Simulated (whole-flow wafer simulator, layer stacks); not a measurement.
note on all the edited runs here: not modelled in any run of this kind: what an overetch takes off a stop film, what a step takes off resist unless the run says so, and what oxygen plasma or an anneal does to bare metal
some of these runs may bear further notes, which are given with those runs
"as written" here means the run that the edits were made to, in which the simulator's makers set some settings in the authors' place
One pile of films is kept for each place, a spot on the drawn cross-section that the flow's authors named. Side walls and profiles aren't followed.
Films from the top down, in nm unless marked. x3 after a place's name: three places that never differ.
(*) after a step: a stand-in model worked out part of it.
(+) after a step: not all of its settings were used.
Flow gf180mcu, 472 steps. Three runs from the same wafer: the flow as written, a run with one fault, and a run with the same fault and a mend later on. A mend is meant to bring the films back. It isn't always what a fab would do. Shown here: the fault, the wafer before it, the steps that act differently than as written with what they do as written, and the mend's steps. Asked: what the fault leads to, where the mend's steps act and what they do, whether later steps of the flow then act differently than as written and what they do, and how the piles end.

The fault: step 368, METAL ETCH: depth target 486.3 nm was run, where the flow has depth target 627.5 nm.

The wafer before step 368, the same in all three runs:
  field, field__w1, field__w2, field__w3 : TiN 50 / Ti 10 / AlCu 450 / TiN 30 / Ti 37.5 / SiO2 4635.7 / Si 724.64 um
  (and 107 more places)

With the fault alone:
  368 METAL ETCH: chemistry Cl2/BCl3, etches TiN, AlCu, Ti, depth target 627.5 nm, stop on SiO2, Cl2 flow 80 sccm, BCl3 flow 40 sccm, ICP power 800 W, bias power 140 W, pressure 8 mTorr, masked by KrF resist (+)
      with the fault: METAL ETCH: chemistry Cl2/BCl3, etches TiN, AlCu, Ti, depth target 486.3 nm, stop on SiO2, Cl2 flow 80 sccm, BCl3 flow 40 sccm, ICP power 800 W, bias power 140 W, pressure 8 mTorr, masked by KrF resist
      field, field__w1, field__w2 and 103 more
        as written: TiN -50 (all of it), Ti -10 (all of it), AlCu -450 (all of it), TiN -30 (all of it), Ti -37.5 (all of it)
        with the fault: TiN -50 (all of it), Ti -10 (all of it), AlCu -426.3
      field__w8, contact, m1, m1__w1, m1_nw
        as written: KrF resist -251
        with the fault: KrF resist -194.5
  Later steps of the flow that act differently than as written:
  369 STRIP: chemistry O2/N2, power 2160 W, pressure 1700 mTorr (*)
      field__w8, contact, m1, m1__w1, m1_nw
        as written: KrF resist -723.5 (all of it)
        with the fault: KrF resist -780 (all of it)
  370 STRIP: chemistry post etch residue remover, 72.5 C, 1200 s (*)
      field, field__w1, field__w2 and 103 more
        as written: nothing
        with the fault: AlCu -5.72
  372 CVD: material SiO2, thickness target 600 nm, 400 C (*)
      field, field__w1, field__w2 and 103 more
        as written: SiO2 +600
        with the fault: SiO2 +600 (new film)
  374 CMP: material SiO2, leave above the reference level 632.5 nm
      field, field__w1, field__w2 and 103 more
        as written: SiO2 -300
        with the fault: SiO2 -385.5
  At the end the piles differ from the flow's by more than 2% or 0.5 nm, whichever is larger, at field, field__w1, field__w2 and 104 more.
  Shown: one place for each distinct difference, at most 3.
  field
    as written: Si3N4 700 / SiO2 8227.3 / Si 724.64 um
    with the fault: Si3N4 700 / SiO2 3506.1 / AlCu 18 / TiN 30 / Ti 37.5 / SiO2 4635.7 / Si 724.64 um
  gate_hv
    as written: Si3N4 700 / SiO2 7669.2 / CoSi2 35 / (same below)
    with the fault: Si3N4 700 / SiO2 3506.1 / AlCu 18 / TiN 30 / Ti 37.5 / SiO2 4077.6 / CoSi2 35 / (same below)
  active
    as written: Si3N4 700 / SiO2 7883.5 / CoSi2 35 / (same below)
    with the fault: Si3N4 700 / SiO2 3506.1 / AlCu 18 / TiN 30 / Ti 37.5 / SiO2 4291.9 / CoSi2 35 / (same below)

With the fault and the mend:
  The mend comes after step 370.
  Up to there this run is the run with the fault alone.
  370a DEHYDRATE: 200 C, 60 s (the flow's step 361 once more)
      changes no film at any place that is followed
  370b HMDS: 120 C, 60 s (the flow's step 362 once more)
      changes no film at any place that is followed
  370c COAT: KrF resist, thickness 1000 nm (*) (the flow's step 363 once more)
      iso_ptap_pw, iso_ntap_nw, iso_nw_fld and 33 more
        KrF resist +1000 (new film)
      field_sub, field_sub__w1, field_sub__w2 and 12 more
        KrF resist +1002.8 (new film)
      field__w11, field__w13, p_well and 7 more
        KrF resist +1003.2 (new film)
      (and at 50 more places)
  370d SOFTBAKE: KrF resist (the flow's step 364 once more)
      changes no film at any place that is followed
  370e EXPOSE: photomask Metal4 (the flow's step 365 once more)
      changes no film at any place that is followed
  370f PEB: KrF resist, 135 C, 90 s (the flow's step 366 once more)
      field__w1, field__w2, field__w3 and 56 more
        KrF resist -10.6
      iso_ptap_pw, iso_ntap_nw, iso_nw_fld and 33 more
        KrF resist -10.5
      gate_hv, sd_p, polyc_n, polyc_n_rim
        KrF resist -10.7
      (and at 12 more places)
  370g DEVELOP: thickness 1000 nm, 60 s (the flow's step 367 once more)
      iso_ptap_pw, iso_ntap_nw, iso_nw_fld and 33 more
        KrF resist -989.5 (all of it)
      field_sub__w4, ld_sd_p, ld_gate_p and 8 more
        KrF resist -992.3 (all of it)
      p_well, sti, spacer and 7 more
        KrF resist -992.6 (all of it)
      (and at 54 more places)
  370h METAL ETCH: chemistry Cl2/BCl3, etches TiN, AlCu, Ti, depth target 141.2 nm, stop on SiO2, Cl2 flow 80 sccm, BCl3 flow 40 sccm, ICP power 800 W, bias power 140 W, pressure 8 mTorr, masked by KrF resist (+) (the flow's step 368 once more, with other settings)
      field, field__w1, field__w2 and 103 more
        AlCu -18 (all of it), TiN -30 (all of it), Ti -37.5 (all of it)
      field__w8, contact, m1, m1__w1, m1_nw
        KrF resist -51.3
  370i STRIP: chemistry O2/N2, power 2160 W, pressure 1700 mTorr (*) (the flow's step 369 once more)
      field__w8
        KrF resist -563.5 (all of it)
      contact
        KrF resist -561.4 (all of it)
      m1
        KrF resist -564.4 (all of it)
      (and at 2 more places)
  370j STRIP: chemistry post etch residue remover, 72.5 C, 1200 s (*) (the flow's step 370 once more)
      field__w8, contact, m1, m1__w1, m1_nw
        TiN -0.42
  No later step of the flow acts differently than as written, at any place that is followed, by more than 2% or 0.5 nm, whichever is larger.
  At the end the piles differ from the flow's only slightly at the places that both follow, by at most 2% or 0.5 nm, whichever is larger.
